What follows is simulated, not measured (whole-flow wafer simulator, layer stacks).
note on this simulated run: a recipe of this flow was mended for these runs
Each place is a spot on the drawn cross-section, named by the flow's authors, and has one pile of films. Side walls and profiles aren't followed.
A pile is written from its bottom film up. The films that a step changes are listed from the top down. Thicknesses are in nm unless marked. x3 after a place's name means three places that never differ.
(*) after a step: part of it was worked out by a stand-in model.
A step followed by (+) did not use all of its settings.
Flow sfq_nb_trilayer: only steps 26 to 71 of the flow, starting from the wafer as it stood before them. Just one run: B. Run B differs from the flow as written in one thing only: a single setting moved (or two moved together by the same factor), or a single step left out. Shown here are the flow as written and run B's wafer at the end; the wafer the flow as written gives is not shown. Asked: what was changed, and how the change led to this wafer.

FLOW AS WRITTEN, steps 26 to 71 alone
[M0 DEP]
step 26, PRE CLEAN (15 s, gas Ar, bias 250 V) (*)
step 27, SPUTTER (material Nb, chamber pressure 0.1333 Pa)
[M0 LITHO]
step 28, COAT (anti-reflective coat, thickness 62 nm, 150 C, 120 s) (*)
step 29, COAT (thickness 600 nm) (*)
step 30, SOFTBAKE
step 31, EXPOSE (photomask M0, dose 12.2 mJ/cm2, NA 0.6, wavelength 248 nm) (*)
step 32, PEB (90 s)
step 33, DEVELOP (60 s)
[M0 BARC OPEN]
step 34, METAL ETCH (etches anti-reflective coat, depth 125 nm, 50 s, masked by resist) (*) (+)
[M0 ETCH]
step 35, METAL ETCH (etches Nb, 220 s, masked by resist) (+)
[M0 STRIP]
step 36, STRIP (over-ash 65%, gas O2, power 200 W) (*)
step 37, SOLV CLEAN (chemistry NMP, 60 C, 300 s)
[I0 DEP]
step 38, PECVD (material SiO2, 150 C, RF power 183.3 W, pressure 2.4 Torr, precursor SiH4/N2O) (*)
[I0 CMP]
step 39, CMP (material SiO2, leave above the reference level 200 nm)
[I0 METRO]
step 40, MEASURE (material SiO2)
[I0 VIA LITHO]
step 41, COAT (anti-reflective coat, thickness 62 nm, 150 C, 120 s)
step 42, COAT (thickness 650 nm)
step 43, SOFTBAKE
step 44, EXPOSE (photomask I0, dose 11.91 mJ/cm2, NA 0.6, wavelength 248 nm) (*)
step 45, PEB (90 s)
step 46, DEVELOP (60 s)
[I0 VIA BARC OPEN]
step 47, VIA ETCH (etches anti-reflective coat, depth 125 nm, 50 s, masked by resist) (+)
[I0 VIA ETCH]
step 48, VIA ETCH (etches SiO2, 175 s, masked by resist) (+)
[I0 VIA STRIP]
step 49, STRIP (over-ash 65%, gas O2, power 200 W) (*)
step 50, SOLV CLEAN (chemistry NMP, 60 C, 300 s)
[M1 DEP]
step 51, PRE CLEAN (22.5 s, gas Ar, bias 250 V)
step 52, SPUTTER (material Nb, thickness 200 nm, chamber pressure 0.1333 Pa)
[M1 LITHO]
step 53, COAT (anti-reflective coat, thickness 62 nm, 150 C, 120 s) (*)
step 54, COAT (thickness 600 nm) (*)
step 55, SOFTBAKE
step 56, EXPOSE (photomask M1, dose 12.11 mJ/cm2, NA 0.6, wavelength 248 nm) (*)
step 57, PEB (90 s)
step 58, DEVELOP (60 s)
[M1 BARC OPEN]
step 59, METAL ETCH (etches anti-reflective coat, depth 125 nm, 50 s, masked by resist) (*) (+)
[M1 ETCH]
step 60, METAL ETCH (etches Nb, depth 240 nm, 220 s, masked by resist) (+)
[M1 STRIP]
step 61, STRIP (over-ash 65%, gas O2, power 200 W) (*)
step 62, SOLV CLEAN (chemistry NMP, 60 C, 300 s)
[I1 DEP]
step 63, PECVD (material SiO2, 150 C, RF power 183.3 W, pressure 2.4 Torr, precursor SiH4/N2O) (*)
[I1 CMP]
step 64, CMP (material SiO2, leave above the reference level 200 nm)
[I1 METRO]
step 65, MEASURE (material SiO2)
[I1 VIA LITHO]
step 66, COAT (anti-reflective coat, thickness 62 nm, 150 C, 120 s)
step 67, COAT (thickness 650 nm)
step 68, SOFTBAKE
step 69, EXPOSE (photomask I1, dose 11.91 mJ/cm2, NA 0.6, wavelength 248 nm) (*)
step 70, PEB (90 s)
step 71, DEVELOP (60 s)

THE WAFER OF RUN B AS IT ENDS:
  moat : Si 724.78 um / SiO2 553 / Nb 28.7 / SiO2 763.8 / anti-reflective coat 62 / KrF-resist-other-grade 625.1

Cause: step 35, METAL ETCH: 157 s was run, whereas the flow has 220 s.

The path from the change to this, step by step:
  step 35, METAL ETCH (etches Nb, 220 s, masked by resist) (+)
      moat, m0r_space_l x2: Nb loses 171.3 (as written it would have been: Nb loses 200 (all of it), SiO2 loses 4)
      field_l, v_sur, via_wl and 100 more: KrF-resist-other-grade loses 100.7 (as written it would have been: KrF-resist-other-grade loses 141.2)
  step 36, STRIP (over-ash 65%, gas O2, power 200 W) (*)
      p4_fl x53, wl_j_sl x16, wl_d_sl x2: KrF-resist-other-grade loses 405 (all of it), anti-reflective coat loses 62 (all of it) (as written it would have been: KrF-resist-other-grade loses 364.6 (all of it), anti-reflective coat loses 62 (all of it))
      jj_sur, ce_l, c5j, res: KrF-resist-other-grade loses 410.9 (all of it), anti-reflective coat loses 63.7 (all of it) (as written it would have been: KrF-resist-other-grade loses 370.5 (all of it), anti-reflective coat loses 63.7 (all of it))
      (and at 28 other places as well)
  step 38, PECVD (material SiO2, 150 C, RF power 183.3 W, pressure 2.4 Torr, precursor SiH4/N2O) (*)
      moat, m0r_space_l x2: SiO2 gains 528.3 (new film) (as written it would have been: SiO2 gains 561.1)
With metal films that touch counted as one body, moat has 1 body; the flow as written gives 0 bodies.
